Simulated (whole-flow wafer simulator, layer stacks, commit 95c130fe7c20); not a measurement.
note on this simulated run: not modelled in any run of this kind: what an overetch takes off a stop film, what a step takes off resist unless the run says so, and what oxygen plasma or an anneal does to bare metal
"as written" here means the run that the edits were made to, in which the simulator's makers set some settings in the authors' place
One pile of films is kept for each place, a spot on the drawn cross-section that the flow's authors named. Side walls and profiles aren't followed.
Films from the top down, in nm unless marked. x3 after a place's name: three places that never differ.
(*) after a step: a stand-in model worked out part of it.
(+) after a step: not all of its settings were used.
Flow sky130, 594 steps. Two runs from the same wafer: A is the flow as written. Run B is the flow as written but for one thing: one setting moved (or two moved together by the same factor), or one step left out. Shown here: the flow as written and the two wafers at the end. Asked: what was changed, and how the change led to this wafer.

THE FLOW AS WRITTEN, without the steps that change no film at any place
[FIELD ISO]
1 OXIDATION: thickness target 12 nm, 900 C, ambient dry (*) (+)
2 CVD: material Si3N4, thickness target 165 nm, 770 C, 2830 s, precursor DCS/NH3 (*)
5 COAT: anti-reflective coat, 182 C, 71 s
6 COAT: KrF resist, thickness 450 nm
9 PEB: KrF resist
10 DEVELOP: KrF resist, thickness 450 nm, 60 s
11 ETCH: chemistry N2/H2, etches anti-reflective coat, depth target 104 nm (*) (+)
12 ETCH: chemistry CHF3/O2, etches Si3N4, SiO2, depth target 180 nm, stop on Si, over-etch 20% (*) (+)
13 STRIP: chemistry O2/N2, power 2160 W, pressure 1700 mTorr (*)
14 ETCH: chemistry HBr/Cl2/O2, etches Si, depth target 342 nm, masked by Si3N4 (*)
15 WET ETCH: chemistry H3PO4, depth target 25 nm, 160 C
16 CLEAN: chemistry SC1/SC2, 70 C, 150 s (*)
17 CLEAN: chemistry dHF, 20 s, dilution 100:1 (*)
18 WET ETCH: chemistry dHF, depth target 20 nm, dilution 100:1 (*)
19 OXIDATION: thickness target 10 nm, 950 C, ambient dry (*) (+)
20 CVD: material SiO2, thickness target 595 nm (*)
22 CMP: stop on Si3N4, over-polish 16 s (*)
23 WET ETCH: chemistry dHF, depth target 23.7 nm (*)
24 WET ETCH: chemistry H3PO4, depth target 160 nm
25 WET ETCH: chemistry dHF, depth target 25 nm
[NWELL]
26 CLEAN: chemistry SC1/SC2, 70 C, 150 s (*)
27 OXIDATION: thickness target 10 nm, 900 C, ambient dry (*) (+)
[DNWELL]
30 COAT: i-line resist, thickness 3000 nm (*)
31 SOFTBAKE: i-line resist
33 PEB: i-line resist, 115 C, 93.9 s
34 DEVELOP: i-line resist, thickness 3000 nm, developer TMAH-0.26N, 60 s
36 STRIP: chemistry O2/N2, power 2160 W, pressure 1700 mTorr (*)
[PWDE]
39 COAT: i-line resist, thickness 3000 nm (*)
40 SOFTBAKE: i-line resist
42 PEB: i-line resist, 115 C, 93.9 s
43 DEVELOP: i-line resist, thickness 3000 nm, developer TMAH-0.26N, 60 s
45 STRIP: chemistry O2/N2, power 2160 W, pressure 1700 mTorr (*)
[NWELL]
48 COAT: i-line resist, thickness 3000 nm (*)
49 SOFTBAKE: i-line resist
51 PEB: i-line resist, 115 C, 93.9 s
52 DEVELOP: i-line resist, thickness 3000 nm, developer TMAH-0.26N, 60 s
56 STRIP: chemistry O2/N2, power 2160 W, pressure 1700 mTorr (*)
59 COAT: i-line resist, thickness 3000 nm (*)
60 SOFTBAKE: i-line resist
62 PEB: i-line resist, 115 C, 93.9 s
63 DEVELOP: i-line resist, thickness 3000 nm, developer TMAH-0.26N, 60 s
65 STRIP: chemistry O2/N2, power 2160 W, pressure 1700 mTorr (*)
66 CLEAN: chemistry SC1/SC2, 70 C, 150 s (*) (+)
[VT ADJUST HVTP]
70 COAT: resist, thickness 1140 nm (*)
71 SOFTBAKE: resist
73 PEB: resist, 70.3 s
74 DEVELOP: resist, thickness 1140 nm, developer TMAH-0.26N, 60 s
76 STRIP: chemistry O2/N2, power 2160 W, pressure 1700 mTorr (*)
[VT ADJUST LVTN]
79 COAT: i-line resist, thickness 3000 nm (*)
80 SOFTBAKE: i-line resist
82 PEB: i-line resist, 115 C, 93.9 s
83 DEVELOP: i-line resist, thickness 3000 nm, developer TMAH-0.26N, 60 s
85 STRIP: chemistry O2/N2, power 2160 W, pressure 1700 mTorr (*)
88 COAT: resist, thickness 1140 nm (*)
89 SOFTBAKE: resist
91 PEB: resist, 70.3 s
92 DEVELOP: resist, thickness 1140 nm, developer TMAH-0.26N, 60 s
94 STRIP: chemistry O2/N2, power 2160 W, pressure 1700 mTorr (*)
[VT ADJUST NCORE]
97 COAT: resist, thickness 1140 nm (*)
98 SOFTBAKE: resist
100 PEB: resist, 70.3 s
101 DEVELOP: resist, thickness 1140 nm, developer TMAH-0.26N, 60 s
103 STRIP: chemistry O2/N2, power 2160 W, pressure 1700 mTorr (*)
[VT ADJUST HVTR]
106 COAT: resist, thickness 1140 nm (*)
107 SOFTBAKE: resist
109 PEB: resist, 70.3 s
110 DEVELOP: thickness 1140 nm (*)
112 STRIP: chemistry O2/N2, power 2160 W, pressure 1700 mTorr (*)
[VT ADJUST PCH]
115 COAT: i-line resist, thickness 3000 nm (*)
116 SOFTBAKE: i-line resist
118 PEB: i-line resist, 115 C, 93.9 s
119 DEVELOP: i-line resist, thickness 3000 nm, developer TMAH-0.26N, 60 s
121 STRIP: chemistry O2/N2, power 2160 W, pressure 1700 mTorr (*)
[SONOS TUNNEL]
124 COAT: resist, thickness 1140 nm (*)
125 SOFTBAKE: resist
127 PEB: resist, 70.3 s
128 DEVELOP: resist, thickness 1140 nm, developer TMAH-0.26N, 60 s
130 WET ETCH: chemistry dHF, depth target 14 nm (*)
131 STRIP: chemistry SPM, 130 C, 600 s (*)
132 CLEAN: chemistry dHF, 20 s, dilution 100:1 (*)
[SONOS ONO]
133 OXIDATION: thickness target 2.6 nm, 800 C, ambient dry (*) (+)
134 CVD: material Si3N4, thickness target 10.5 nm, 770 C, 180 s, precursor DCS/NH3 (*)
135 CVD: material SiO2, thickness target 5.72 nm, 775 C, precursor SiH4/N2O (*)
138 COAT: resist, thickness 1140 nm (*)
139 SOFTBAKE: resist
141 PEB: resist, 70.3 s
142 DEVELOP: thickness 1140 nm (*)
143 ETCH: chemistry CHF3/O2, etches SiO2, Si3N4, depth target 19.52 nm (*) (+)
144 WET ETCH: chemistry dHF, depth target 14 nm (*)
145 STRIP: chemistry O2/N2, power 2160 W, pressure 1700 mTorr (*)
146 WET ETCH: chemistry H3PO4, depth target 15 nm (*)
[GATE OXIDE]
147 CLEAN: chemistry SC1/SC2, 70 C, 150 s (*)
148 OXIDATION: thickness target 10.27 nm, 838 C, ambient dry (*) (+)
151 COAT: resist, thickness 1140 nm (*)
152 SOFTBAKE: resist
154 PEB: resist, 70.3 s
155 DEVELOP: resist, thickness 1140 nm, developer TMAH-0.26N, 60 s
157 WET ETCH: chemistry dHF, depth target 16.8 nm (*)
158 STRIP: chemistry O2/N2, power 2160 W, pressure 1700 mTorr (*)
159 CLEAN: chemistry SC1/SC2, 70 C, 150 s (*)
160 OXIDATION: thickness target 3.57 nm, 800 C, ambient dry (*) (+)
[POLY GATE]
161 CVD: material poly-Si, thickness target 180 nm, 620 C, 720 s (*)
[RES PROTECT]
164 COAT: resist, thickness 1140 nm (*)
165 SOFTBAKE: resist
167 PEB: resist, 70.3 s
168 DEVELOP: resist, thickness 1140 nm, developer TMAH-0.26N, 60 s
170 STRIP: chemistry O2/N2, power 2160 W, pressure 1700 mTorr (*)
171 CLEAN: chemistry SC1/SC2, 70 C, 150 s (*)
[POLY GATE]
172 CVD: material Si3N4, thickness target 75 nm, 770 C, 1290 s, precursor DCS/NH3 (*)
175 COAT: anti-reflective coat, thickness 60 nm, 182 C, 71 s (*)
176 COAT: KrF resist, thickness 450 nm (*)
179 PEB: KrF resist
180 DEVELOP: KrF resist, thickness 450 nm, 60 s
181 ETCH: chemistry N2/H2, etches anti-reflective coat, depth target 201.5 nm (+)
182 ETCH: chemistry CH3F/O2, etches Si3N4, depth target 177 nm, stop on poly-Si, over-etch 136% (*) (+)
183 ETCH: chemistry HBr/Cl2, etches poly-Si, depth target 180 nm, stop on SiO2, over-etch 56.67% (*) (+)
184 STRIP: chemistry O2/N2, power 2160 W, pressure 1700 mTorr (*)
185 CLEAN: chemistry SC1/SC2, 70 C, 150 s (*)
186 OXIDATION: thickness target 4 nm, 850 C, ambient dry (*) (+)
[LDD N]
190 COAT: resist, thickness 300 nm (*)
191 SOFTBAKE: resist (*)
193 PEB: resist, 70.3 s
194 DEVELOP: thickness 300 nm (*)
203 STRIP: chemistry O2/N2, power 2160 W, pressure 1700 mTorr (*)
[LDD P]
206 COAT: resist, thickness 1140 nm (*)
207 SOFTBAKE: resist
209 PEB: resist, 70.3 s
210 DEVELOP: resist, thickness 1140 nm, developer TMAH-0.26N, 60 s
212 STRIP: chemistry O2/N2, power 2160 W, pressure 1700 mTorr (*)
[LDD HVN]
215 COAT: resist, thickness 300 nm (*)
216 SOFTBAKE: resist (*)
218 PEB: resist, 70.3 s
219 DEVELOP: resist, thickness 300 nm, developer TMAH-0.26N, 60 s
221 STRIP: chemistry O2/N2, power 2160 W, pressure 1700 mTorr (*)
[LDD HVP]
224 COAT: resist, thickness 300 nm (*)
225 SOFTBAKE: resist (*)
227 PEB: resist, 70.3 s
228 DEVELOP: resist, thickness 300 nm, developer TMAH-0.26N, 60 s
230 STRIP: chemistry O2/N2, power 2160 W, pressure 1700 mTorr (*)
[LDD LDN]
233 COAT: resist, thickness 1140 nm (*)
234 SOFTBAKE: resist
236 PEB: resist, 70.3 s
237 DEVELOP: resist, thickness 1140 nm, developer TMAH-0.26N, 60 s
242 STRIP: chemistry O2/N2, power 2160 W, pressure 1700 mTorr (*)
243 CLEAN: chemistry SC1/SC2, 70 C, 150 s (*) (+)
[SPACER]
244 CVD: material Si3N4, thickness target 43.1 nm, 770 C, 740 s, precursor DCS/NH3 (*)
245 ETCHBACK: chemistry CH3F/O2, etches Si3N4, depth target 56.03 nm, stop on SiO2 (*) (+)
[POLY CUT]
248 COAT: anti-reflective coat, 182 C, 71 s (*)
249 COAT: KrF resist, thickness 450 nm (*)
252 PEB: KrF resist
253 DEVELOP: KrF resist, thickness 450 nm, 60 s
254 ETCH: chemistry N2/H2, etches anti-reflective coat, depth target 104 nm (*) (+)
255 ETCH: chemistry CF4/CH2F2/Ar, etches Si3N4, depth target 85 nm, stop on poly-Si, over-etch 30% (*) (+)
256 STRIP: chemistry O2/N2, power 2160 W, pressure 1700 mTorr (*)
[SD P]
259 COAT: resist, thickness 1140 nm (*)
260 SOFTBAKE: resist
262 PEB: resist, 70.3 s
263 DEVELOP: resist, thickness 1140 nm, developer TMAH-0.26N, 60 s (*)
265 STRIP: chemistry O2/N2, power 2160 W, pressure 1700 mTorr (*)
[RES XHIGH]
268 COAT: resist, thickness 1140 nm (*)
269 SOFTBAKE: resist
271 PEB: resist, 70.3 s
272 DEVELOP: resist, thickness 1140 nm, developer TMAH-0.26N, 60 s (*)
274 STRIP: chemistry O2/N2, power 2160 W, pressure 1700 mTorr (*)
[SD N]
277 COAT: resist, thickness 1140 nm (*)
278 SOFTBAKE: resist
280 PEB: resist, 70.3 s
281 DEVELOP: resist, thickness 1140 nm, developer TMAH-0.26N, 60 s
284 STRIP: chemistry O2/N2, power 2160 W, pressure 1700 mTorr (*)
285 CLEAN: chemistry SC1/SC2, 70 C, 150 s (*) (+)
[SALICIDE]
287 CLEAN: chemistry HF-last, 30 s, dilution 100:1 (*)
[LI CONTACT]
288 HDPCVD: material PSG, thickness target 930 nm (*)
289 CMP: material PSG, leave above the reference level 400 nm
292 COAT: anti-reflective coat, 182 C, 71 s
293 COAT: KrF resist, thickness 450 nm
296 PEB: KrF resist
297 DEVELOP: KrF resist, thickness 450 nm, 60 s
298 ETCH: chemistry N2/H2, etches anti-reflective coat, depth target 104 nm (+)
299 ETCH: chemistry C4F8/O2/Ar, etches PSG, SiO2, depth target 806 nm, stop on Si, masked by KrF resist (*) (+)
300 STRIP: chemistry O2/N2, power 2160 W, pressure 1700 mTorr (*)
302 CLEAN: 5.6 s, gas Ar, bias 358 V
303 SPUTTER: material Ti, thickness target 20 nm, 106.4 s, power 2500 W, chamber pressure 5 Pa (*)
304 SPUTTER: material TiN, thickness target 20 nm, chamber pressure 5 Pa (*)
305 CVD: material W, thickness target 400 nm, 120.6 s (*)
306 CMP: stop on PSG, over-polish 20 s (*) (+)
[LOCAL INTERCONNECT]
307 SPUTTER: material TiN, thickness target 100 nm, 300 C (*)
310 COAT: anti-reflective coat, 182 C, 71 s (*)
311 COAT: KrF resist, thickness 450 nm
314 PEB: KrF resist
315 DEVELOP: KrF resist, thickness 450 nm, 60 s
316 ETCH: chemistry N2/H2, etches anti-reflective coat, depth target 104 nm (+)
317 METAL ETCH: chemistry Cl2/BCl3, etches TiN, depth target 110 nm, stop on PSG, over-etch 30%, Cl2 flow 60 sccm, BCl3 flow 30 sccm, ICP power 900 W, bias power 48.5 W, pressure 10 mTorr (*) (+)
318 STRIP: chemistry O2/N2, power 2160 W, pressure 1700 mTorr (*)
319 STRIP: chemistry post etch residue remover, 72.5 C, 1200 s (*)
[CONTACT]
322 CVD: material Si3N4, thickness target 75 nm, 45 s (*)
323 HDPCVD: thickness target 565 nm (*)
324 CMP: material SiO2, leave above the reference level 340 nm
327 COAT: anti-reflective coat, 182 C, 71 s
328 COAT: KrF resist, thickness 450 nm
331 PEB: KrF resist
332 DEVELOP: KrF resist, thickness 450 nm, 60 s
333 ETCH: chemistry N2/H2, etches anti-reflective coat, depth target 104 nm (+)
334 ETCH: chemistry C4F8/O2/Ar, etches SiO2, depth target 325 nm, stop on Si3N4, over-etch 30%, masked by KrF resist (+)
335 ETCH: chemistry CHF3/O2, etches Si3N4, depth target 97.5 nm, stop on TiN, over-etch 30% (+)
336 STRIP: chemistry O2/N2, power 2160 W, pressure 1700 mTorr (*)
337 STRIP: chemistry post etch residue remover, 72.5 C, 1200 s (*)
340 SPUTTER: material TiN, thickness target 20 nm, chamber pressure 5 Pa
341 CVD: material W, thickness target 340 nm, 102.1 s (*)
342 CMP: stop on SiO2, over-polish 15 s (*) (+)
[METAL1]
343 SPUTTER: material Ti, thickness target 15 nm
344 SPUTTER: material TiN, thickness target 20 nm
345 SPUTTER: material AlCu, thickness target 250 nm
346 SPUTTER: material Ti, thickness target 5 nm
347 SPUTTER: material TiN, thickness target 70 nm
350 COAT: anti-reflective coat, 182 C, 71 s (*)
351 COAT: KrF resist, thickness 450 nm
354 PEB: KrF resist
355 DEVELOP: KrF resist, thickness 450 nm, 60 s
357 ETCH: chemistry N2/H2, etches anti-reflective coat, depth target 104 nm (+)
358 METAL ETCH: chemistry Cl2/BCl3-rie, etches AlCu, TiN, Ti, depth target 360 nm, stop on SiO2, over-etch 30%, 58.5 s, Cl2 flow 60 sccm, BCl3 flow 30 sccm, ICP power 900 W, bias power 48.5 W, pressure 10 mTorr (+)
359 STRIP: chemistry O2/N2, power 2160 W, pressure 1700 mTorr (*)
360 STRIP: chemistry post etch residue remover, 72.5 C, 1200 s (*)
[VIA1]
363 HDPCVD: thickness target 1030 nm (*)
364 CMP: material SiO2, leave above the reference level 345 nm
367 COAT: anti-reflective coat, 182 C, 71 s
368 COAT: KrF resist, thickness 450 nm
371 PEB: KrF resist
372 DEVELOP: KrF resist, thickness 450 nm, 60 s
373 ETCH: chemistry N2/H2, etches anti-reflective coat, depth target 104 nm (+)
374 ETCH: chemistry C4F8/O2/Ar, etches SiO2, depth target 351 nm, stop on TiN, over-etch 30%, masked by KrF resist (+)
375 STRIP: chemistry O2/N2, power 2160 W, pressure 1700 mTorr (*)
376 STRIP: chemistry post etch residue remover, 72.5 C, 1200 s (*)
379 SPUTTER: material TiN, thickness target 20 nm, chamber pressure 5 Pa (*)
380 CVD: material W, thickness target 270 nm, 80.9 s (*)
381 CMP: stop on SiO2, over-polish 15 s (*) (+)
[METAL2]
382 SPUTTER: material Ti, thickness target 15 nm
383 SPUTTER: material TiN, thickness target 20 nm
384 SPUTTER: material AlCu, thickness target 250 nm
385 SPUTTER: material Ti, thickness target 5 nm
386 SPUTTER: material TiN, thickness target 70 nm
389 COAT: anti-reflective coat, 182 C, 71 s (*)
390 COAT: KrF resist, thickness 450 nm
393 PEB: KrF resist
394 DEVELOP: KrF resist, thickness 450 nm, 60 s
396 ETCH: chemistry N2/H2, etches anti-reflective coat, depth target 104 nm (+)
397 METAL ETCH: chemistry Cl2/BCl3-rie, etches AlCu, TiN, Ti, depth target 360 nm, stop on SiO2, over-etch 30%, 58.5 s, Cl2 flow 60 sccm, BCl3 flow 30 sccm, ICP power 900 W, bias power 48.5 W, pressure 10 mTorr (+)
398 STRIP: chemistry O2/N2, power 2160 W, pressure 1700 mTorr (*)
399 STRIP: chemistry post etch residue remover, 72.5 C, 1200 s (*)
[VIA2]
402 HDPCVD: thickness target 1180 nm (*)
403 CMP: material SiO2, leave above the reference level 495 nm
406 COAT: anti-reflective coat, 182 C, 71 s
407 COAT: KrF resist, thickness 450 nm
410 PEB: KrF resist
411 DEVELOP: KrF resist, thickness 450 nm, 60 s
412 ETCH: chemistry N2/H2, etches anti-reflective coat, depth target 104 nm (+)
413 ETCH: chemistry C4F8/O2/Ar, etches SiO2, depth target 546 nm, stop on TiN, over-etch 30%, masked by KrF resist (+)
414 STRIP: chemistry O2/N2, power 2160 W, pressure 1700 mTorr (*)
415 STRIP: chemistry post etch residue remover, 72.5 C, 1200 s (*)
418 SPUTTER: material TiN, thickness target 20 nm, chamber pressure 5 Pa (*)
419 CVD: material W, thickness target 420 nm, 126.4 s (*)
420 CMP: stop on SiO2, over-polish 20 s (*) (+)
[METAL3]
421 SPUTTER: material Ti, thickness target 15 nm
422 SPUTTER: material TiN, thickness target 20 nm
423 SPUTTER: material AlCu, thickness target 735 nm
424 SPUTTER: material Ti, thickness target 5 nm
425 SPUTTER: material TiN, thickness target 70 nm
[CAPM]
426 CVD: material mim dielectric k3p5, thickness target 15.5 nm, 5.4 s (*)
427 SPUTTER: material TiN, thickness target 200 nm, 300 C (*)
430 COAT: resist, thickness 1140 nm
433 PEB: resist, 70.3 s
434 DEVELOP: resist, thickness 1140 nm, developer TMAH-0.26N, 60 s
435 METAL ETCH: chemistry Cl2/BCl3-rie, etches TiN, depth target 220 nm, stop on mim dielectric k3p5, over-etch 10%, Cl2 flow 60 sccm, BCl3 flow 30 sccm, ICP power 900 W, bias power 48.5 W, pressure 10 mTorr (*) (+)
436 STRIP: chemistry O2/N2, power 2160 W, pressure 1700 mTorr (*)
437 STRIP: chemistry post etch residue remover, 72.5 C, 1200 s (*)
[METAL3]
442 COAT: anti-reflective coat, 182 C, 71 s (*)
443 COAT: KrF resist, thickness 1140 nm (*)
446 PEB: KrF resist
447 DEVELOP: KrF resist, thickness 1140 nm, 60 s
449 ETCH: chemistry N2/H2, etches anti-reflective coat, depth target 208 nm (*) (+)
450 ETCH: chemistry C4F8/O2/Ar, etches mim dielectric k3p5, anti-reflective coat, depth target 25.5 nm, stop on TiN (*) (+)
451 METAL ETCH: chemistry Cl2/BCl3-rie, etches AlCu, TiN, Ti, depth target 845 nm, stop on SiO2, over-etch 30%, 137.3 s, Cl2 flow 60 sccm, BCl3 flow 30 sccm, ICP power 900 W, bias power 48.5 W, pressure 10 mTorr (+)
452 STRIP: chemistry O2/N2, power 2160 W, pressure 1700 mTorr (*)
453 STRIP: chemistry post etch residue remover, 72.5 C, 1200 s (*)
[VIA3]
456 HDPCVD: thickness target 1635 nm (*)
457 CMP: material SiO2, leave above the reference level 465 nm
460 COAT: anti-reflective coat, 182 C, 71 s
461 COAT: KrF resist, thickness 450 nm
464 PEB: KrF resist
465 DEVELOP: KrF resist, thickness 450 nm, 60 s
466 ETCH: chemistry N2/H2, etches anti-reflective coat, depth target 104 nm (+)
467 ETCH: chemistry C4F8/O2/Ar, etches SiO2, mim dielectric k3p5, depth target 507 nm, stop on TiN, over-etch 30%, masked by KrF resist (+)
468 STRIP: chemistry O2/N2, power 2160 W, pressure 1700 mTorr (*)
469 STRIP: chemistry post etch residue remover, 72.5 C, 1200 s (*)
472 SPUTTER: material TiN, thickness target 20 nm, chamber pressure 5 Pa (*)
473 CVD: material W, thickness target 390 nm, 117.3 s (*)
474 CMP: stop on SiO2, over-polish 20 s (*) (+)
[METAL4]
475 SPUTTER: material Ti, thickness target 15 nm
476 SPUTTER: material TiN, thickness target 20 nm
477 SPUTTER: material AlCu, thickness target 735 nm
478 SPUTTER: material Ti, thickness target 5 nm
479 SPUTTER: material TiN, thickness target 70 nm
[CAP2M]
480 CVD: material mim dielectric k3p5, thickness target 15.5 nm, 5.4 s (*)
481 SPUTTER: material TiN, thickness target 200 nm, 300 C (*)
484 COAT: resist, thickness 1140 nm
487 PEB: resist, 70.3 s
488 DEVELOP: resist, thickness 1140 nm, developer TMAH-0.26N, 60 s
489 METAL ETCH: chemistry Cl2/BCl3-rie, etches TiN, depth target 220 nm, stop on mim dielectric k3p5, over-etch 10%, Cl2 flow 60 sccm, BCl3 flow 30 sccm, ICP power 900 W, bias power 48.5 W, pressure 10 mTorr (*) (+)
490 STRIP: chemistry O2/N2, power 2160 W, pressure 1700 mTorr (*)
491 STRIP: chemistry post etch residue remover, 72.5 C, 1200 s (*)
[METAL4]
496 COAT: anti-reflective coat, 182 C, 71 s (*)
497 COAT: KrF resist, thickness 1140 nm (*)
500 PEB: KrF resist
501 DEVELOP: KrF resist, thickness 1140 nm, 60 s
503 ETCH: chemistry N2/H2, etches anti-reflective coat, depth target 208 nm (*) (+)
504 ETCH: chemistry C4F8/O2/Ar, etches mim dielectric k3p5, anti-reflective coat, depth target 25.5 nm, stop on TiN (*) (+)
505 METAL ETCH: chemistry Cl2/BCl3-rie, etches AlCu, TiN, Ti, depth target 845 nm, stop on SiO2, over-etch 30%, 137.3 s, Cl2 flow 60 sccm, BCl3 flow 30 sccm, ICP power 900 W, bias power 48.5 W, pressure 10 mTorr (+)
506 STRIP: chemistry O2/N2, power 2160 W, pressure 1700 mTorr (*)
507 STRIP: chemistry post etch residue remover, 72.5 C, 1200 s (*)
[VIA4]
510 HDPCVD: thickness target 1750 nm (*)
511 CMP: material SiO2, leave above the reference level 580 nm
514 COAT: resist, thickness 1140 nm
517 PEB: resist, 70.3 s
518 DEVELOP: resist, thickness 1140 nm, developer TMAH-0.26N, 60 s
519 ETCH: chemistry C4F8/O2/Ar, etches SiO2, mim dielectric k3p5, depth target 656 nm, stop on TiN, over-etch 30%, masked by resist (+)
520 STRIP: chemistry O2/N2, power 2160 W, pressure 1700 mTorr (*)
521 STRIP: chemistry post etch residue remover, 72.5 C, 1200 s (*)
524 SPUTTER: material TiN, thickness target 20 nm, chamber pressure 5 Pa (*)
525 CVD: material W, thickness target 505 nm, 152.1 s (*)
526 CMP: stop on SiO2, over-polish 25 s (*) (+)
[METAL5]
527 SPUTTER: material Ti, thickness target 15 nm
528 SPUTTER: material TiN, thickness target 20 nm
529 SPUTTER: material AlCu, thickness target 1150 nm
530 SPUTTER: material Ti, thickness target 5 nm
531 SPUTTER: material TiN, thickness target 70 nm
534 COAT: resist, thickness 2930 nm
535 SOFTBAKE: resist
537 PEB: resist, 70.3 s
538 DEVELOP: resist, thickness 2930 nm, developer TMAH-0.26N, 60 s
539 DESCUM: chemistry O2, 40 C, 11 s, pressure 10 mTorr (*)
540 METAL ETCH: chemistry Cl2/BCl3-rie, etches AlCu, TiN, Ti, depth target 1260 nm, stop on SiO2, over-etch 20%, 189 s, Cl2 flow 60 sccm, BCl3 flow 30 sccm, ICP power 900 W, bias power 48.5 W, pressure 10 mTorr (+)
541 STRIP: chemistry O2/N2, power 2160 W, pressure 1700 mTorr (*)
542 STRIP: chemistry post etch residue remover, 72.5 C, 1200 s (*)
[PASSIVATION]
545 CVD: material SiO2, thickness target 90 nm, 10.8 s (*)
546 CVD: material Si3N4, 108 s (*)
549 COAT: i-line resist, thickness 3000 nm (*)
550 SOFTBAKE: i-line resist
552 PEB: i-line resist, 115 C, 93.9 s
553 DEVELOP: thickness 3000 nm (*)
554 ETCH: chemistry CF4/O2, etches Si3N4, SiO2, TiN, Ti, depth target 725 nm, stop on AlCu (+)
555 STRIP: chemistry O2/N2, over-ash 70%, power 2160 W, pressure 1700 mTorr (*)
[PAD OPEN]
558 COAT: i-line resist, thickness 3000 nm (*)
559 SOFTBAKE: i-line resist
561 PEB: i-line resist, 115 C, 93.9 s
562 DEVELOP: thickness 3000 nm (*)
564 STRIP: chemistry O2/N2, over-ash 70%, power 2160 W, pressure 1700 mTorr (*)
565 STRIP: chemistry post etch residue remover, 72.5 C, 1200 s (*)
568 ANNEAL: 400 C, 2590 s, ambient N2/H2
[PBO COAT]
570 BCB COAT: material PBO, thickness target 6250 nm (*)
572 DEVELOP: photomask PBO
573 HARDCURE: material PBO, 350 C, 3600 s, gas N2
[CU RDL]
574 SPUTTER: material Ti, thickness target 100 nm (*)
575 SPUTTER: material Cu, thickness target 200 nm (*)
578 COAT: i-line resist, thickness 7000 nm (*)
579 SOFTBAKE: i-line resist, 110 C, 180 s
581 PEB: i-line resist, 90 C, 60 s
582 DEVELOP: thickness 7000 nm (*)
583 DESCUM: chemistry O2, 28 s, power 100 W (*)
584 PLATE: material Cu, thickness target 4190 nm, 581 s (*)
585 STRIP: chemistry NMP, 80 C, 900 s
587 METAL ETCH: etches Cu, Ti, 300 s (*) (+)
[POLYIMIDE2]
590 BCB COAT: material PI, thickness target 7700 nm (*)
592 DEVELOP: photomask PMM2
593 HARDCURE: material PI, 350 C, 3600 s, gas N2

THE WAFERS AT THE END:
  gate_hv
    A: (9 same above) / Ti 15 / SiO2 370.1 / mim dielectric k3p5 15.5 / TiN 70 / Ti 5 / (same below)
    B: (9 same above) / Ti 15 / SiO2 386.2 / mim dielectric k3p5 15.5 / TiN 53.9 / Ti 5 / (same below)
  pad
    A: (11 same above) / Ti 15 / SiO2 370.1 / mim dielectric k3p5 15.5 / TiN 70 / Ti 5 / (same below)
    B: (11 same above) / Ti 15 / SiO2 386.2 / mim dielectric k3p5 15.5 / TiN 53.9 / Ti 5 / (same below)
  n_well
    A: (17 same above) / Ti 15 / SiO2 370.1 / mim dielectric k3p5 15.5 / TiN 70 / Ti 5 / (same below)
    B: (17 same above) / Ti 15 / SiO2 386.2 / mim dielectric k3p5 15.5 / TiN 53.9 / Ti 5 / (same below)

The cause: step 425, SPUTTER: thickness target 53.9 nm was run, where the flow has thickness target 70 nm.
It can be read off the wafer: gate_hv has TiN 53.9, and step 425 as written asks for 70 nm.

How the change led to this, step by step:
  425 SPUTTER: material TiN, thickness target 70 nm
      field, active, n_well and 188 more: A TiN +70 (new film) | B TiN +53.9 (new film)
  451 METAL ETCH: chemistry Cl2/BCl3-rie, etches AlCu, TiN, Ti, depth target 845 nm, stop on SiO2, over-etch 30%, 137.3 s, Cl2 flow 60 sccm, BCl3 flow 30 sccm, ICP power 900 W, bias power 48.5 W, pressure 10 mTorr (+)
      field, gate, spacer and 68 more: A TiN -70 (all of it), Ti -5 (all of it), AlCu -735 (all of it), TiN -20 (all of it), Ti -15 (all of it), SiO2 -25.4 | B TiN -53.9 (all of it), Ti -5 (all of it), AlCu -735 (all of it), TiN -20 (all of it), Ti -15 (all of it), SiO2 -27
      active, vpp_ln, vpp_iso2 and 11 more: A TiN -70 (all of it), Ti -5 (all of it), AlCu -735 (all of it), TiN -20 (all of it), Ti -15 (all of it), SiO2 -25.3 | B TiN -53.9 (all of it), Ti -5 (all of it), AlCu -735 (all of it), TiN -20 (all of it), Ti -15 (all of it), SiO2 -27
  467 ETCH: chemistry C4F8/O2/Ar, etches SiO2, mim dielectric k3p5, depth target 507 nm, stop on TiN, over-etch 30%, masked by KrF resist (+)
      m1: A SiO2 -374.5 (all of it), mim dielectric k3p5 -15.5 (all of it) | B SiO2 -390.6 (all of it), mim dielectric k3p5 -15.5 (all of it)
      via3_hole: A SiO2 -373.9 (all of it), mim dielectric k3p5 -15.5 (all of it) | B SiO2 -390 (all of it), mim dielectric k3p5 -15.5 (all of it)
  473 CVD: material W, thickness target 390 nm, 117.3 s (*)
      m1: A W +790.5 (new film) | B W +806.8 (new film)
      via3_hole: A W +789.9 (new film) | B W +806.2 (new film)
